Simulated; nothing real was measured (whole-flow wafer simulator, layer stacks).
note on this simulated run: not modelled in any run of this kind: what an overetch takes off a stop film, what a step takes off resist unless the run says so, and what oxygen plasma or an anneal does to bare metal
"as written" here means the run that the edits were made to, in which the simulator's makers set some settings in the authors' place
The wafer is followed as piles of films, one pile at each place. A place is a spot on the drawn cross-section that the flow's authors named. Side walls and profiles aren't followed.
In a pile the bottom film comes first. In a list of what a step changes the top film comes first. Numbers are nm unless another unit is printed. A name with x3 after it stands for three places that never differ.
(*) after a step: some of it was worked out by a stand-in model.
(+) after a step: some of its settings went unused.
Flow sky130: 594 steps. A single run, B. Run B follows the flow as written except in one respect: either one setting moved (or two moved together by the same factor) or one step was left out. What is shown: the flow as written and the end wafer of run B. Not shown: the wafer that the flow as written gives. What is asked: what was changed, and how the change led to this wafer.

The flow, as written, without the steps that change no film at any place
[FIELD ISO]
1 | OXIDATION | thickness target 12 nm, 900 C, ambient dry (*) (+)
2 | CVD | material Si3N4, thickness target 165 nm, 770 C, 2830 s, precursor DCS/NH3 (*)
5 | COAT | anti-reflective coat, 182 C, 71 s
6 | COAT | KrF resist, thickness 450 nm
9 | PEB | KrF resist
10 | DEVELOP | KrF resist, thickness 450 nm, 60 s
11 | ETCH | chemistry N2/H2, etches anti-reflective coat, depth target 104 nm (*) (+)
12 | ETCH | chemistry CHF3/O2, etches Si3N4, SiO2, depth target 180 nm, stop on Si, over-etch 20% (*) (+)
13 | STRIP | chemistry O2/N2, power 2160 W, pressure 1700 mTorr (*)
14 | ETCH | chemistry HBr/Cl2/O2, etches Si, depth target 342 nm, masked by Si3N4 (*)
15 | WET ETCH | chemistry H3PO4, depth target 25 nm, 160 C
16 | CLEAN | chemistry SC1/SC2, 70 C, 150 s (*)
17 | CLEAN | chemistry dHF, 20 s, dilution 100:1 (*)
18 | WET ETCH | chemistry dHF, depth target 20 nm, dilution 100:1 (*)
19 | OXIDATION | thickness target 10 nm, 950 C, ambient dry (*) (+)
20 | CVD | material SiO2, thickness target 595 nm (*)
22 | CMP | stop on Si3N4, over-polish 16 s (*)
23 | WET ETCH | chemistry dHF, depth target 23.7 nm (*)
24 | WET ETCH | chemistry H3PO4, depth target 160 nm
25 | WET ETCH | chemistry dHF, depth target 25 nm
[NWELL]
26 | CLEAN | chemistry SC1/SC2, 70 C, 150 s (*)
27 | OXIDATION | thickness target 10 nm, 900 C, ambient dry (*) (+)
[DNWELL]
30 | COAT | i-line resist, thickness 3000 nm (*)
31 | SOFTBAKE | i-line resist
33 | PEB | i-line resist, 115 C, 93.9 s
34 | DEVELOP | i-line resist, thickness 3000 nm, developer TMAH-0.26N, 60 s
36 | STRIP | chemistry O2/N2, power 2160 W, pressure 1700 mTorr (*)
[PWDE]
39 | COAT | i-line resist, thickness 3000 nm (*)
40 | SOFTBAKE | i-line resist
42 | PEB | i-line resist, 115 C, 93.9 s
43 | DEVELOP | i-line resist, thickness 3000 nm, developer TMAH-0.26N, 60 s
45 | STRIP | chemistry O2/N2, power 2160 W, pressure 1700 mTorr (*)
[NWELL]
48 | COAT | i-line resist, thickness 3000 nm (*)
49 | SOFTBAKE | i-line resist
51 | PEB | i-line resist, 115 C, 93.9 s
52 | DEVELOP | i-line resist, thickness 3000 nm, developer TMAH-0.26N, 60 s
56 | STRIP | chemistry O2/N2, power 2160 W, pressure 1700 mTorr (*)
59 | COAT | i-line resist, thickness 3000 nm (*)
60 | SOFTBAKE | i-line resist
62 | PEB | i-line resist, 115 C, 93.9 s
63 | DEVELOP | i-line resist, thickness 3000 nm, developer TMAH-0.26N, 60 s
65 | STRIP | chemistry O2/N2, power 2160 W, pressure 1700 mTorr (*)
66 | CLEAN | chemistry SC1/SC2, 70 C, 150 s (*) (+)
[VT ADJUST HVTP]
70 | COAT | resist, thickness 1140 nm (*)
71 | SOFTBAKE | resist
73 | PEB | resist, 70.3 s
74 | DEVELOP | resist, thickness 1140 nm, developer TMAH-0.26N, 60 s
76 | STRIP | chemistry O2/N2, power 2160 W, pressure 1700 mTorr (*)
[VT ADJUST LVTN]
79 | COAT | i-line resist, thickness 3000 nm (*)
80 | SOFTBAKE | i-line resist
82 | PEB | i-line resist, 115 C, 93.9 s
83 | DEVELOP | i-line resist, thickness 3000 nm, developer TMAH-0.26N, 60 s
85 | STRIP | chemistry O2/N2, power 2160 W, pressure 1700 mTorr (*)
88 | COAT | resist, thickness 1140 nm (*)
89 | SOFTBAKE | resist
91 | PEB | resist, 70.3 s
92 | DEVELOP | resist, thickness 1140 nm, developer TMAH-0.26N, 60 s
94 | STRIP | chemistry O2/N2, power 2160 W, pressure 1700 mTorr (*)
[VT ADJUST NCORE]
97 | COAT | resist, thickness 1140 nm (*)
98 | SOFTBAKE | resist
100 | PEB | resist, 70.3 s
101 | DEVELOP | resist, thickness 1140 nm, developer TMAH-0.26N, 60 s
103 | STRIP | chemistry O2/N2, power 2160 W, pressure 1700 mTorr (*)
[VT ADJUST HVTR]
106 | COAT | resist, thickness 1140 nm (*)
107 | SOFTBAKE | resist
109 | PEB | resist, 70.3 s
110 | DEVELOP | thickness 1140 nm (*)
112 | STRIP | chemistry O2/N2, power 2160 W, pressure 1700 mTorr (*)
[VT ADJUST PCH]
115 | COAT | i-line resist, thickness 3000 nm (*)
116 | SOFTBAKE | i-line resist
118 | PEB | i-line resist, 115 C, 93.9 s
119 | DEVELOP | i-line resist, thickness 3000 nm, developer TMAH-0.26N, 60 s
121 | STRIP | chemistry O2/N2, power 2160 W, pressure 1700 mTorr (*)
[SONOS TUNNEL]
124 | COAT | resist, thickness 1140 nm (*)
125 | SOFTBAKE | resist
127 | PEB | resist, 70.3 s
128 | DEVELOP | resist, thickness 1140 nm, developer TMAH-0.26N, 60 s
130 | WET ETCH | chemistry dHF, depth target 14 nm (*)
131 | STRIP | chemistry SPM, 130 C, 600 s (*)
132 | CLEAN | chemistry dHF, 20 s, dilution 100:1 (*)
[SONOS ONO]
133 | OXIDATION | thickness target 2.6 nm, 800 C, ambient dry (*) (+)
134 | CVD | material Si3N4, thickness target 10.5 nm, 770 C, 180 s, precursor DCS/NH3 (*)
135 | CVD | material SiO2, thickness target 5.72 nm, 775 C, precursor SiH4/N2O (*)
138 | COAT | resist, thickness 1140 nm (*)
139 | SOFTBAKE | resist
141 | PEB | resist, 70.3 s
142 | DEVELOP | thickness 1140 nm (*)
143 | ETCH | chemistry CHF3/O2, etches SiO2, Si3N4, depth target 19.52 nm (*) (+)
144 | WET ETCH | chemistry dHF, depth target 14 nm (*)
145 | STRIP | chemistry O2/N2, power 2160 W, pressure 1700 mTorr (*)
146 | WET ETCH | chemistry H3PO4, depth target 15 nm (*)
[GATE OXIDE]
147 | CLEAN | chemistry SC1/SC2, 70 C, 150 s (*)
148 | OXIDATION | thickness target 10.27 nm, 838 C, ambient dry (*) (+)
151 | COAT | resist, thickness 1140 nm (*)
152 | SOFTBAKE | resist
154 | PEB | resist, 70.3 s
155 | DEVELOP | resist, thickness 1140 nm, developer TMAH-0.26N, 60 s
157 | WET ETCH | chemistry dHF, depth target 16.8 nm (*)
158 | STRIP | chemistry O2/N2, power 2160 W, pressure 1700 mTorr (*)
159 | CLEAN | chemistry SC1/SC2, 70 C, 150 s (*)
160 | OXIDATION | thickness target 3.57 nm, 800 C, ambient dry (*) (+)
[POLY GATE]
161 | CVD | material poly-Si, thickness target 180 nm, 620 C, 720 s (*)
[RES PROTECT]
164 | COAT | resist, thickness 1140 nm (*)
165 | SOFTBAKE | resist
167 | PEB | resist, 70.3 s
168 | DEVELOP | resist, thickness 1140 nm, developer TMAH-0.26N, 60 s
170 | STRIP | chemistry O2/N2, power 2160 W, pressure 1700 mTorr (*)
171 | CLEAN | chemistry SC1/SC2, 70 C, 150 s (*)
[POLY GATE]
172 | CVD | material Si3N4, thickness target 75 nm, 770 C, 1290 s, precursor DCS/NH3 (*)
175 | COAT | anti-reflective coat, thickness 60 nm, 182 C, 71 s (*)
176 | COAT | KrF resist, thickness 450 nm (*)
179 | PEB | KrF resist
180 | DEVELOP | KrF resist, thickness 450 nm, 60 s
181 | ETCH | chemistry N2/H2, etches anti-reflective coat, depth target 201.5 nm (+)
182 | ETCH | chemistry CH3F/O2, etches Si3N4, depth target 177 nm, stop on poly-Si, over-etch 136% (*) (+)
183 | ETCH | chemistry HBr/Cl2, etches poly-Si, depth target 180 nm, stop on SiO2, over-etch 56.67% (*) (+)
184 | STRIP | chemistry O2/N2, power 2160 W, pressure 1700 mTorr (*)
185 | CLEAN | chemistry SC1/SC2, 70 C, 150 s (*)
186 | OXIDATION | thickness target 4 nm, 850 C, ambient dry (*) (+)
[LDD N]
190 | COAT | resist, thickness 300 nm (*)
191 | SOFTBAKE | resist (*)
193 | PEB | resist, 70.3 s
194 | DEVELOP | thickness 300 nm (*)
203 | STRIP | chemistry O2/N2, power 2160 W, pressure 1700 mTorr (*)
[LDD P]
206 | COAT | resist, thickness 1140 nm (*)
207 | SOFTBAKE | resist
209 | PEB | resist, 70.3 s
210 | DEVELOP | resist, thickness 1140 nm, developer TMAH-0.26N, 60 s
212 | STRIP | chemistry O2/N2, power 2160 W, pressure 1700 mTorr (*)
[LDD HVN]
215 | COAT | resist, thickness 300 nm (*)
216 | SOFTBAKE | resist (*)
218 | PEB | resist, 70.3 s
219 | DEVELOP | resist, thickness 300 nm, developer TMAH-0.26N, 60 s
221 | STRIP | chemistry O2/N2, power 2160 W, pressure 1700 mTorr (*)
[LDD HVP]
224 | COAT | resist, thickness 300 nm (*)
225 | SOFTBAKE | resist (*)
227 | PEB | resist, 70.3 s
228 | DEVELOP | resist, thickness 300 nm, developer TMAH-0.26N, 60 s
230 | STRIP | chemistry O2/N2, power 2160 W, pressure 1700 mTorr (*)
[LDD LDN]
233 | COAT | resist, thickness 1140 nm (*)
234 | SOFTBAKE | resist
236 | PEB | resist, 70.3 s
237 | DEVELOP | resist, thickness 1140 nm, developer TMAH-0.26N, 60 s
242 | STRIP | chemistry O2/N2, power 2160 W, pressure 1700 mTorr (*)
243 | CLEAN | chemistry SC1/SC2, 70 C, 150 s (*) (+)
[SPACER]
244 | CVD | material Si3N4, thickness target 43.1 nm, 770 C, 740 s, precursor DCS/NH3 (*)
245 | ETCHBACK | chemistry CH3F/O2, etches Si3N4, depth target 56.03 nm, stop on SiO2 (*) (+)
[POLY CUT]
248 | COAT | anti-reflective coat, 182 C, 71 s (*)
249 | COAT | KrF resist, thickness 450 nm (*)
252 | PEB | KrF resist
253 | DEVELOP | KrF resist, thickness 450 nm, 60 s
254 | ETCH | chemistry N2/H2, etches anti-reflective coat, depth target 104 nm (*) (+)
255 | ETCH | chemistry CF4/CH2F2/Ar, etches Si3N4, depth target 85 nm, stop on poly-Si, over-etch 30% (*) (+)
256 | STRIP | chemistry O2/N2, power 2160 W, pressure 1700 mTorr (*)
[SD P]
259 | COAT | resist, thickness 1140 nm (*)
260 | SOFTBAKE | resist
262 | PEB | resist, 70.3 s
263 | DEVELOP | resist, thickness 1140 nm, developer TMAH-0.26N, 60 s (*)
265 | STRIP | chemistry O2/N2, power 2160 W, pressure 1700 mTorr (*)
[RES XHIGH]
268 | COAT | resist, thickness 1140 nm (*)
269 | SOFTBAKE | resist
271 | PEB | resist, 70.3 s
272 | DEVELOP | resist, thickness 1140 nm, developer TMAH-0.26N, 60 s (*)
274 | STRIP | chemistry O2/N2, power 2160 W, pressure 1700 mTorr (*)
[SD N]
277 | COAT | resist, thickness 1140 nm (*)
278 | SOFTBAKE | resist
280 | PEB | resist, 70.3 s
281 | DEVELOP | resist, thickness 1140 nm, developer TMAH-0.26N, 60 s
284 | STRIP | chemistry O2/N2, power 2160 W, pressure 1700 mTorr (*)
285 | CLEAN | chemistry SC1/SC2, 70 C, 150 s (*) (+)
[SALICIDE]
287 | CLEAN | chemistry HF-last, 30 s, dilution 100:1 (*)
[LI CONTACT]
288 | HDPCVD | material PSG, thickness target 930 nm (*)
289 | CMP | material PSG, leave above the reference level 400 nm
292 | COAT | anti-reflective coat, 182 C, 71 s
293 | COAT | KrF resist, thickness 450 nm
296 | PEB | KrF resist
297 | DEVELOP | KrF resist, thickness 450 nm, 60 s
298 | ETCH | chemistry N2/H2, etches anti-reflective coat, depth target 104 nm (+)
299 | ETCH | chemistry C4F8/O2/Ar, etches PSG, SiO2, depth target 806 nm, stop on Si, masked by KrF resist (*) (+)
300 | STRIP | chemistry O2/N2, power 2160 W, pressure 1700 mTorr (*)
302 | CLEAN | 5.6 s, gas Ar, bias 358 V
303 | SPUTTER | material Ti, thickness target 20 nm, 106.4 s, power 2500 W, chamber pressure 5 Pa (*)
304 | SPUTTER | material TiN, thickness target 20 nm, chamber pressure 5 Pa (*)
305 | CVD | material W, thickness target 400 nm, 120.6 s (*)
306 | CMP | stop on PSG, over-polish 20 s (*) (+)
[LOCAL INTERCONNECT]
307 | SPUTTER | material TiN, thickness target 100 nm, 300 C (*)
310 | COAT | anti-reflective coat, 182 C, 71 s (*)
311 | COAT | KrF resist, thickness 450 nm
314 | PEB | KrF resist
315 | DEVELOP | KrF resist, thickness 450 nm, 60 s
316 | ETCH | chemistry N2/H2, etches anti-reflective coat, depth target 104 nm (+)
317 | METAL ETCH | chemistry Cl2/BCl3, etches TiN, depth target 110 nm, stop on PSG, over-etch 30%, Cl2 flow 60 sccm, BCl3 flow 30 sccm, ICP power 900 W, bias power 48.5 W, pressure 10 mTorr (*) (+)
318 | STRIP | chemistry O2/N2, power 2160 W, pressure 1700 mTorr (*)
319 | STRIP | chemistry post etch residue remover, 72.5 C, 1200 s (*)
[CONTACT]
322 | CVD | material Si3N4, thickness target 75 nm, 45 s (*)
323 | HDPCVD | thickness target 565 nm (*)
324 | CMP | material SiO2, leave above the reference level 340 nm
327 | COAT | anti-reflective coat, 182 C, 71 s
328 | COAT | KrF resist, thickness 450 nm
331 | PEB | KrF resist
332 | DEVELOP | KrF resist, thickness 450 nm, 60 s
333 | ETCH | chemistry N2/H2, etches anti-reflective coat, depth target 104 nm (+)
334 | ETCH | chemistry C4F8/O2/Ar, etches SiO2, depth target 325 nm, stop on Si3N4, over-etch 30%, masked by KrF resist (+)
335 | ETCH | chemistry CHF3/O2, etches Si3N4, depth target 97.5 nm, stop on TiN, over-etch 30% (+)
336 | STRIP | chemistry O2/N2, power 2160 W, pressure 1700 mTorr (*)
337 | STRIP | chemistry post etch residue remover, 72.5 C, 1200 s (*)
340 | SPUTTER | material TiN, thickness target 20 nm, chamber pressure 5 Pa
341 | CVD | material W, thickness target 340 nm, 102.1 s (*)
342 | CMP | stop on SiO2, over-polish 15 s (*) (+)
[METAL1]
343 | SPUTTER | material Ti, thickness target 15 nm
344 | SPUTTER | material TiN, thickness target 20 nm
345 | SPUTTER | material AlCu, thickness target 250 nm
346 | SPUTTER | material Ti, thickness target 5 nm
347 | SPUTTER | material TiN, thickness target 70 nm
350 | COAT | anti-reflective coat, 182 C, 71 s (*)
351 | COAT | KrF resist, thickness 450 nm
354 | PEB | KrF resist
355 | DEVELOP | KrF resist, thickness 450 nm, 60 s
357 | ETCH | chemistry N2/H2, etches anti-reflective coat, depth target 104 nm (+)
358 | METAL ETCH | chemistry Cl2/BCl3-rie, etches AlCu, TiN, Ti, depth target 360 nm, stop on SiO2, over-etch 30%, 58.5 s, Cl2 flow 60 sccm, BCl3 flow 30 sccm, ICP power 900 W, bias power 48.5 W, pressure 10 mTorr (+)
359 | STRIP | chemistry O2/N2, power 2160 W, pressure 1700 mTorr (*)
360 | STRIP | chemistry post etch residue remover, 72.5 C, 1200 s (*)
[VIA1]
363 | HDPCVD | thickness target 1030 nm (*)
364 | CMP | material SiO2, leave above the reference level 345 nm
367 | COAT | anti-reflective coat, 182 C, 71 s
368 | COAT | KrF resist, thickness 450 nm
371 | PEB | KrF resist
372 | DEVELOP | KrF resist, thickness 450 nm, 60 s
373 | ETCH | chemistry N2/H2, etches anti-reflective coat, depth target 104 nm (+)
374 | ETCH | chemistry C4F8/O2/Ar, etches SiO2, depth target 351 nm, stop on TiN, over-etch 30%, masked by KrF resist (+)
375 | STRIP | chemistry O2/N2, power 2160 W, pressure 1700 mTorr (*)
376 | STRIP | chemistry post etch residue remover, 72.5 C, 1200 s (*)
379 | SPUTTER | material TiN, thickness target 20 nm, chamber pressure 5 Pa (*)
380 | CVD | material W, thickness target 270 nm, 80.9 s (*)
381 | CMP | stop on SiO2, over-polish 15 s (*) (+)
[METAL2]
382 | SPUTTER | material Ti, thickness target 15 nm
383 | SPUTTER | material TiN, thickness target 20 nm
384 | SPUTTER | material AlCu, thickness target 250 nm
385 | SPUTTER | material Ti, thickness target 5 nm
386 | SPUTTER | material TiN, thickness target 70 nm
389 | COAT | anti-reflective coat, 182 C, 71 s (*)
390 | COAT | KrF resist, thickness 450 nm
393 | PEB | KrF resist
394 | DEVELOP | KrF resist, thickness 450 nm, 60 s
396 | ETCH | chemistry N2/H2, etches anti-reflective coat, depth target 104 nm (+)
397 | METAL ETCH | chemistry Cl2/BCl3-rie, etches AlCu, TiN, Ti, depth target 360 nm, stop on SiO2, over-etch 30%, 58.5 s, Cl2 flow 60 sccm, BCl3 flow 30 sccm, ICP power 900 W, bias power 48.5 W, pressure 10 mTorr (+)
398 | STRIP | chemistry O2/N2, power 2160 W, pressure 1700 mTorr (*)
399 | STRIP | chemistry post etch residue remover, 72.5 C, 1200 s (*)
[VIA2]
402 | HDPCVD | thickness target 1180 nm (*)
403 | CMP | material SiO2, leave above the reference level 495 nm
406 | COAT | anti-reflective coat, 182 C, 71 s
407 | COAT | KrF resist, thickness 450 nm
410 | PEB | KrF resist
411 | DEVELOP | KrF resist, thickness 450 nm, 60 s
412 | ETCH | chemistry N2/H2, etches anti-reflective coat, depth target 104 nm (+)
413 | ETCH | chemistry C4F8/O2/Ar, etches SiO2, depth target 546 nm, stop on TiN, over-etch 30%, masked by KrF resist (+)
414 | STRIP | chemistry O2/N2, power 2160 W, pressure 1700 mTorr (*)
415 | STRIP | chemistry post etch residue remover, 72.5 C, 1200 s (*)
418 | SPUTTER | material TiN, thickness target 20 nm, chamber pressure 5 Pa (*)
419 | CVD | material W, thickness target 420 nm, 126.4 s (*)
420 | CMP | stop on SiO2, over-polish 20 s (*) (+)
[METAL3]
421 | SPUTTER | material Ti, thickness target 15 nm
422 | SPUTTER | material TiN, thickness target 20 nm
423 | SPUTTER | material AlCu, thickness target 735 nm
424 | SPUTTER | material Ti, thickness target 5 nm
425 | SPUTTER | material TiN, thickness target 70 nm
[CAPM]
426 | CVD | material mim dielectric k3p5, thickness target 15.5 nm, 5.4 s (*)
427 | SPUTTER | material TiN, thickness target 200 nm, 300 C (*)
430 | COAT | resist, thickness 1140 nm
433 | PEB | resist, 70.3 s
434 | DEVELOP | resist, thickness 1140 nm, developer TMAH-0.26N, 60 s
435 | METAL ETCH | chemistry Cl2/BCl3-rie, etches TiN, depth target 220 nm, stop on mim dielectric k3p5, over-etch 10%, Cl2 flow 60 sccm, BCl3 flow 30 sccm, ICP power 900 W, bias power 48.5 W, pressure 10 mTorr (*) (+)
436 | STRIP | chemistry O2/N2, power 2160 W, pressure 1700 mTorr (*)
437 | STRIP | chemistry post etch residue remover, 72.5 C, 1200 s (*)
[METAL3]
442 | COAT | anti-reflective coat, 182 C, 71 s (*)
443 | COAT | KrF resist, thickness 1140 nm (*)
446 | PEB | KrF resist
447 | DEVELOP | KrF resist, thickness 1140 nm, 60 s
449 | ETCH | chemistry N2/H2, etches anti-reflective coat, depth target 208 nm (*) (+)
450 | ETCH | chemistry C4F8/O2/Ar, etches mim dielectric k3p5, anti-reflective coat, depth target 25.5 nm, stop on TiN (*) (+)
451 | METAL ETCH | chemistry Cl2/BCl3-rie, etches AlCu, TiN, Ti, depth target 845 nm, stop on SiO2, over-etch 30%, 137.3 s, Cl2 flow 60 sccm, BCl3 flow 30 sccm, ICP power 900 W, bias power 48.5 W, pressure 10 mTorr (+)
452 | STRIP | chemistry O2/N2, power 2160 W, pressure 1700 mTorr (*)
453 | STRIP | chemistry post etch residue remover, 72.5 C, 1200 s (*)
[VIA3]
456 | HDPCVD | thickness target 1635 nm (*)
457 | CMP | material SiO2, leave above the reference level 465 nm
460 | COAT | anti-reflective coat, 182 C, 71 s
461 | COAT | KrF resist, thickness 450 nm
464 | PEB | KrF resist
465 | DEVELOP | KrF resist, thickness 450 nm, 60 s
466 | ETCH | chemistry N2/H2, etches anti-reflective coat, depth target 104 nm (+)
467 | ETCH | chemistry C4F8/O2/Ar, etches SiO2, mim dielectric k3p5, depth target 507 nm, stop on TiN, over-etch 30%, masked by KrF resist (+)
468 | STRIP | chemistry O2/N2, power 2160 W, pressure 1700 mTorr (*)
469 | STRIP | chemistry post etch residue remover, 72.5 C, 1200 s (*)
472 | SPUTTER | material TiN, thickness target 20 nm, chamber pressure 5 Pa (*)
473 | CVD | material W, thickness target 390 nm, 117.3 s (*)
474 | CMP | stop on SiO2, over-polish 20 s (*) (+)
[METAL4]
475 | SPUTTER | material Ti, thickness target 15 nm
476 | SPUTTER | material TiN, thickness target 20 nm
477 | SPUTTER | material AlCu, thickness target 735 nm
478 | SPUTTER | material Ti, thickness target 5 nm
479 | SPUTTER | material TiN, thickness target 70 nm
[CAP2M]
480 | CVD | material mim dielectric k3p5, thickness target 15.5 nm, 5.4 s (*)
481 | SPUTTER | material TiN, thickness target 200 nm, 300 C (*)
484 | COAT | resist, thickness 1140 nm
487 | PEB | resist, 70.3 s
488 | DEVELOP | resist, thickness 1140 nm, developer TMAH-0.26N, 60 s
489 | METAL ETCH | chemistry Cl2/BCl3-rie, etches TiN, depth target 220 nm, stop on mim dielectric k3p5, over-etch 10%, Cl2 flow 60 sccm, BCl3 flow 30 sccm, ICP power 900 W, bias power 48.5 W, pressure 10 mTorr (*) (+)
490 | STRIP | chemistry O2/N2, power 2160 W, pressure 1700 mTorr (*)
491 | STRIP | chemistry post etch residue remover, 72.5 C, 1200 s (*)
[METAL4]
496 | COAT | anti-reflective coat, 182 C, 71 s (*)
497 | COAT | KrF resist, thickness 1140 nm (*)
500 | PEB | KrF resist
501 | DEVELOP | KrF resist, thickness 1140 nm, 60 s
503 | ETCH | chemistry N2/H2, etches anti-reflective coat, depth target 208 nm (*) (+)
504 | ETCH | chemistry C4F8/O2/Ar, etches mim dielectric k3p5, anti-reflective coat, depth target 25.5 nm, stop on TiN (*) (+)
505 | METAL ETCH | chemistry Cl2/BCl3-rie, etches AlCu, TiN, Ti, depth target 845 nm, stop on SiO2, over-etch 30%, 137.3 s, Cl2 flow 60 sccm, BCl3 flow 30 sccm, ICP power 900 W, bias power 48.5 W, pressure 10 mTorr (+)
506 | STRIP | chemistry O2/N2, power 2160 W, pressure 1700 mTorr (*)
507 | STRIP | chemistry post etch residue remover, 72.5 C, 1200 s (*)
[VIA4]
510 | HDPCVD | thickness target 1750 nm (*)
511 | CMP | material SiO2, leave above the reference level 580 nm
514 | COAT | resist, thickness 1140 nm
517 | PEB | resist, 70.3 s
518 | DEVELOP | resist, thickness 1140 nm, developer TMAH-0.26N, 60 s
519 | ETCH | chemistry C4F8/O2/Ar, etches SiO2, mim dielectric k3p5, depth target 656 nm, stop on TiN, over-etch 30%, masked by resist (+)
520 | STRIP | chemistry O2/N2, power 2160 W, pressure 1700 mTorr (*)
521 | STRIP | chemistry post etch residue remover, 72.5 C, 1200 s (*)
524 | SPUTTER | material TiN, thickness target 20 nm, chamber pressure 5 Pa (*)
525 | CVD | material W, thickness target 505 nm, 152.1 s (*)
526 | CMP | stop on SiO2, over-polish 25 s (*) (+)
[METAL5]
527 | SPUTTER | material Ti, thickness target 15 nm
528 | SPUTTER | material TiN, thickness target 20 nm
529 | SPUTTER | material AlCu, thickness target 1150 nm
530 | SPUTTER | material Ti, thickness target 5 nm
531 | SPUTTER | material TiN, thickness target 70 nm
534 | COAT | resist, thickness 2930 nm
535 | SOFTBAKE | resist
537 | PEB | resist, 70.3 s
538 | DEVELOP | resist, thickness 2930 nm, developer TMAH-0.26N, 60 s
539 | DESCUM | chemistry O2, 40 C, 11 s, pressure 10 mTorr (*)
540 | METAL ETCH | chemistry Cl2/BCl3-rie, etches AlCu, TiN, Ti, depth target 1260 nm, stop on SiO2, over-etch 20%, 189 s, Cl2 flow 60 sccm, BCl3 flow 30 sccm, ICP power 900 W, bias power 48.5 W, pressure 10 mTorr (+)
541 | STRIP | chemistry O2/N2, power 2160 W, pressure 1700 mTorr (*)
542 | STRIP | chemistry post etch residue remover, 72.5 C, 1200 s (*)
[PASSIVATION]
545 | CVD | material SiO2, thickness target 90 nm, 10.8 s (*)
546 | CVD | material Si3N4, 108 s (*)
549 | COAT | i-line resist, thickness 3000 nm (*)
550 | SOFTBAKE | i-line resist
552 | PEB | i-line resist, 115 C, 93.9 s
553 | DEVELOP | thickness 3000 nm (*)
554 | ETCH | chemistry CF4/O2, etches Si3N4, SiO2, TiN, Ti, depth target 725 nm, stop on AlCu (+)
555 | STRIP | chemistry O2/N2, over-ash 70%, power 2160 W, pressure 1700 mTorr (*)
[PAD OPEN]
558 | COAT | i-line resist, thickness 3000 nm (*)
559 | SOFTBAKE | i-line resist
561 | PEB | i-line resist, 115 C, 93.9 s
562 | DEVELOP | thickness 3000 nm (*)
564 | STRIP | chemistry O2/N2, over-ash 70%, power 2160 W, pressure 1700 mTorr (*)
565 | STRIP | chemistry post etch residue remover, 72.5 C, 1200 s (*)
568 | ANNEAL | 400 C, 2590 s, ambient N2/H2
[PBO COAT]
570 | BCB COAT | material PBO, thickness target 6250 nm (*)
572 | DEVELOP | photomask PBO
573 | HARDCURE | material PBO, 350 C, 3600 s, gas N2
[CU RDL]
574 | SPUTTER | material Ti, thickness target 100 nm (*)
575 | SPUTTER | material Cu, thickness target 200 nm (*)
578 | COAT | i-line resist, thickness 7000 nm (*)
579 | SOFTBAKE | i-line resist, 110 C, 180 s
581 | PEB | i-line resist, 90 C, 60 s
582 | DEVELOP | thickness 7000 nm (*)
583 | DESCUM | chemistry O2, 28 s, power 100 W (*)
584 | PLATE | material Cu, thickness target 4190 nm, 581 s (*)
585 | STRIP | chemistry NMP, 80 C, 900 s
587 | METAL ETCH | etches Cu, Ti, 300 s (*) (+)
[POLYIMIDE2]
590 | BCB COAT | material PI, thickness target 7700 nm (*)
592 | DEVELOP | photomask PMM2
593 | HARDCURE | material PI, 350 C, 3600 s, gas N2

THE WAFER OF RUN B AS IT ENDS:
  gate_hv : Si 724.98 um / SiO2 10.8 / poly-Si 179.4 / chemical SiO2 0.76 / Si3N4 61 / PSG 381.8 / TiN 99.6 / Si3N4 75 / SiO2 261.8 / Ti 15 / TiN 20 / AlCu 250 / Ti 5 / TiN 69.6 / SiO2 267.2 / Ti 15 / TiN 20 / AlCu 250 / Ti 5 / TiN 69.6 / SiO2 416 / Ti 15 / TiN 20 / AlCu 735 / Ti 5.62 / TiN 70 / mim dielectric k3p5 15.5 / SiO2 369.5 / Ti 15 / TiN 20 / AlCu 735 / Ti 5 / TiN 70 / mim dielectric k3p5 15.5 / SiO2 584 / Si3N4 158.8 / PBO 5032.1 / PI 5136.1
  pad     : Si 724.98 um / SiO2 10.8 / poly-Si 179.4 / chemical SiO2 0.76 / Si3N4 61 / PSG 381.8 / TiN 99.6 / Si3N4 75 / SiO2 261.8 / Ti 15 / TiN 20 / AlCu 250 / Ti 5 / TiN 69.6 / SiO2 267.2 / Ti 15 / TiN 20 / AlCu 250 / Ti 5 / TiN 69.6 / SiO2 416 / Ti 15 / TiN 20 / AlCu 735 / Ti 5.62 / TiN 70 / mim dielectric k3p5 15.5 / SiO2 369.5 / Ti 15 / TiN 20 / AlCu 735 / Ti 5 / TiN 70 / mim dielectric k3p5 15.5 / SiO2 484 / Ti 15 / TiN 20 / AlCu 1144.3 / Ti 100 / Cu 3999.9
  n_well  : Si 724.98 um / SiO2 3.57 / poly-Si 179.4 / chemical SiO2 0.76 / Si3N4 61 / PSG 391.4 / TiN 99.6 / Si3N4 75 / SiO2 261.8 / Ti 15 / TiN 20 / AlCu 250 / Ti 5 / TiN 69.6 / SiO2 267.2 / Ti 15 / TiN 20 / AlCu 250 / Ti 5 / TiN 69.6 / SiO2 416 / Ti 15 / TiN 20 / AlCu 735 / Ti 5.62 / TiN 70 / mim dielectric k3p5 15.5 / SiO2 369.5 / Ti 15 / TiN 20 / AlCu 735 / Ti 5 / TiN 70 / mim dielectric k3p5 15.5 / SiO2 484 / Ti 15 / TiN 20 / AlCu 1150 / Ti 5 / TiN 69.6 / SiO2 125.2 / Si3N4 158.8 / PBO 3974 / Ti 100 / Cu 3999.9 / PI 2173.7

What caused this: step 424, SPUTTER: thickness target 5.62 nm was run, though the flow has thickness target 5 nm.
The wafer lets one read it off: gate_hv has Ti 5.62, and step 424 as written asks for 5 nm.

How this came from the change, step by step:
  424 | SPUTTER | material Ti, thickness target 5 nm
      field, active, n_well and 188 more: +5.62 Ti (new film) (in the flow as written it would be: +5 Ti (new film))
  451 | METAL ETCH | chemistry Cl2/BCl3-rie, etches AlCu, TiN, Ti, depth target 845 nm, stop on SiO2, over-etch 30%, 137.3 s, Cl2 flow 60 sccm, BCl3 flow 30 sccm, ICP power 900 W, bias power 48.5 W, pressure 10 mTorr (+)
      field, gate, spacer and 68 more: -70 TiN (all of it), -5.62 Ti (all of it), -735 AlCu (all of it), -20 TiN (all of it), -15 Ti (all of it), -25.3 SiO2 (in the flow as written it would be: -70 TiN (all of it), -5 Ti (all of it), -735 AlCu (all of it), -20 TiN (all of it), -15 Ti (all of it), -25.4 SiO2)
      active, vpp_ln, vpp_iso2 and 11 more: -70 TiN (all of it), -5.62 Ti (all of it), -735 AlCu (all of it), -20 TiN (all of it), -15 Ti (all of it), -25.3 SiO2 (in the flow as written it would be: -70 TiN (all of it), -5 Ti (all of it), -735 AlCu (all of it), -20 TiN (all of it), -15 Ti (all of it), -25.3 SiO2)
